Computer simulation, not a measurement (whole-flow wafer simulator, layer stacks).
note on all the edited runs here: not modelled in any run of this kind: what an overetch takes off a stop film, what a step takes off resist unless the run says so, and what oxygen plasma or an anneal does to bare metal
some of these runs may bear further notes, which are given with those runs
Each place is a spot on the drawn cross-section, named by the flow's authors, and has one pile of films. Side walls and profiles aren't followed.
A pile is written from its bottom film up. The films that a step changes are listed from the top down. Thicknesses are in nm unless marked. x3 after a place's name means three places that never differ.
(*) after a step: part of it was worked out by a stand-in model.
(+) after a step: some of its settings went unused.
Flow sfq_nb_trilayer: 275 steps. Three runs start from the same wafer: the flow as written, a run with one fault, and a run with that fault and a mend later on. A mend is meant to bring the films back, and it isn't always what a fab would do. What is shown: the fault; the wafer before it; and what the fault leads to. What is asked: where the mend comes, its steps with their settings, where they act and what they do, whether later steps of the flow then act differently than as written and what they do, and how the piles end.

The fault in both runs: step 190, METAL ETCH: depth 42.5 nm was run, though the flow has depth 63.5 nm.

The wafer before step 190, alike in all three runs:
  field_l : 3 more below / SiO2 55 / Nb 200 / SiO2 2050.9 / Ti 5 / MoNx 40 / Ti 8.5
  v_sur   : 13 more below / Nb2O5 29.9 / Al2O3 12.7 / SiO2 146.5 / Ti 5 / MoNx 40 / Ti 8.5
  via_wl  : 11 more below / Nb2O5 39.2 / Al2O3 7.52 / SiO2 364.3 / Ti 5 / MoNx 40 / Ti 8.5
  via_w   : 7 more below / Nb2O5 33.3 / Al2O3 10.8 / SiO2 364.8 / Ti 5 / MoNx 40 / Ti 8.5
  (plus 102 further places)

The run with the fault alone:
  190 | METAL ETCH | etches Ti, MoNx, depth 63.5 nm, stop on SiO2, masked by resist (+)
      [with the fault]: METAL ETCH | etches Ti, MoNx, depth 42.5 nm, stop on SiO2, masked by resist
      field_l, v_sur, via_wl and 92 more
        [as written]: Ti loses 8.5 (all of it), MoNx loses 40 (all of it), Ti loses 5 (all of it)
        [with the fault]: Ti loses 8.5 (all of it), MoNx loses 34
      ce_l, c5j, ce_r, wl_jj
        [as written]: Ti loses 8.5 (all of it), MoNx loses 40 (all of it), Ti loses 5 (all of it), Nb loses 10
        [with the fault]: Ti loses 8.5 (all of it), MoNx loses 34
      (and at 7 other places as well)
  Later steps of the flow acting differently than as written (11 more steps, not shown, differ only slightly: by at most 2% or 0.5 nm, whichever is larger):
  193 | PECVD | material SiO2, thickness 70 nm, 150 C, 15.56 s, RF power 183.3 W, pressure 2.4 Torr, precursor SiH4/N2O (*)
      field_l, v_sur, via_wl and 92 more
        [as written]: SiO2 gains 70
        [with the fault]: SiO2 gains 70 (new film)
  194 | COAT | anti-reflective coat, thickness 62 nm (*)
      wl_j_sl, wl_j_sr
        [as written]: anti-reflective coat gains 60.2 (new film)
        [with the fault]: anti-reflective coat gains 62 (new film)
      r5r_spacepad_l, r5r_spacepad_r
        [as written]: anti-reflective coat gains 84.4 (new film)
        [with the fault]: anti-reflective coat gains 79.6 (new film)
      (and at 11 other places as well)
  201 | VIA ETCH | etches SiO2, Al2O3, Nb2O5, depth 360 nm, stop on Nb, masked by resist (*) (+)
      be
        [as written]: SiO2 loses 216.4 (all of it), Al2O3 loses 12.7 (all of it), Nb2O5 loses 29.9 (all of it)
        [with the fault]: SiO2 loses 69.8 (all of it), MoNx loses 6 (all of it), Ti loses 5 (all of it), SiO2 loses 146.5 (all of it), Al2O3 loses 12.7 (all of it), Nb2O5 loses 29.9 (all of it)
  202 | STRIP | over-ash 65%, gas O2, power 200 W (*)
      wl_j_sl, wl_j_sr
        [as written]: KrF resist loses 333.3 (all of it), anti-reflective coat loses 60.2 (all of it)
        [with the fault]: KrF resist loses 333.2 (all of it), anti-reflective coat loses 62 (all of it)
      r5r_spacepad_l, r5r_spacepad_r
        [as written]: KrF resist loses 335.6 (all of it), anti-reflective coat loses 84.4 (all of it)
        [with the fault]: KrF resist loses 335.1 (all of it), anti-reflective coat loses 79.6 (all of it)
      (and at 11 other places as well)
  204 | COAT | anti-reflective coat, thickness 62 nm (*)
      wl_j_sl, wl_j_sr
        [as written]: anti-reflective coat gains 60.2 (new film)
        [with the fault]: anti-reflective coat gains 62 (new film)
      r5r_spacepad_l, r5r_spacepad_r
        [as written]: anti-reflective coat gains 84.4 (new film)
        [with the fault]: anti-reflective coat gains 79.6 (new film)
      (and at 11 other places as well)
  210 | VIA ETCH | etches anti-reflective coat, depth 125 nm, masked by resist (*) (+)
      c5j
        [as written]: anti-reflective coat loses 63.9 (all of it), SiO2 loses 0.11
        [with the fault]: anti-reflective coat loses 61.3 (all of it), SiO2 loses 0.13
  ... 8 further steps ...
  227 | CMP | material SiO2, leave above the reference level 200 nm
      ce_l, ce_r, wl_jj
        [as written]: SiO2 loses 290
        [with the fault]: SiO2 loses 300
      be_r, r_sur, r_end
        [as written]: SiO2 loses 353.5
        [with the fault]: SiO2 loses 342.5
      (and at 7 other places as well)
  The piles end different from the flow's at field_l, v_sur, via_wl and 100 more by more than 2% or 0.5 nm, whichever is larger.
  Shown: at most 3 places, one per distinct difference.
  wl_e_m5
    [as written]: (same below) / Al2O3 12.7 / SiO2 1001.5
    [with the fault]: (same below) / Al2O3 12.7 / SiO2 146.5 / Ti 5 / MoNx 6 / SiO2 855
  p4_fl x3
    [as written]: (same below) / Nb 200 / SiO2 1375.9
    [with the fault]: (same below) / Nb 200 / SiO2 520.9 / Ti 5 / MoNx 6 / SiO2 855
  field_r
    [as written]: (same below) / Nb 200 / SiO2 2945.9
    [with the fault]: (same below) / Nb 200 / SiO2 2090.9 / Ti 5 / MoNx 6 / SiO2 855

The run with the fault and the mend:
  The mend follows step 190.
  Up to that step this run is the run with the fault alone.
  190a | METAL ETCH | etches Ti, MoNx, depth 21 nm, stop on SiO2, masked by resist (+) (a further turn of the flow's step 190, with different settings)
      field_l, v_sur, via_wl and 92 more
        MoNx loses 6 (all of it), Ti loses 5 (all of it)
      be_r, r_sur, res, r_end, r5r_line_l, r5r_line_c, r5r_line_r
        KrF resist loses 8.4
      ce_l, c5j, ce_r, wl_jj
        MoNx loses 6 (all of it), Ti loses 5 (all of it), Nb loses 10
  None of the later steps of the flow acts differently than as written at any place that is followed.
  At every place that both follow, the piles at the end match the flow's.
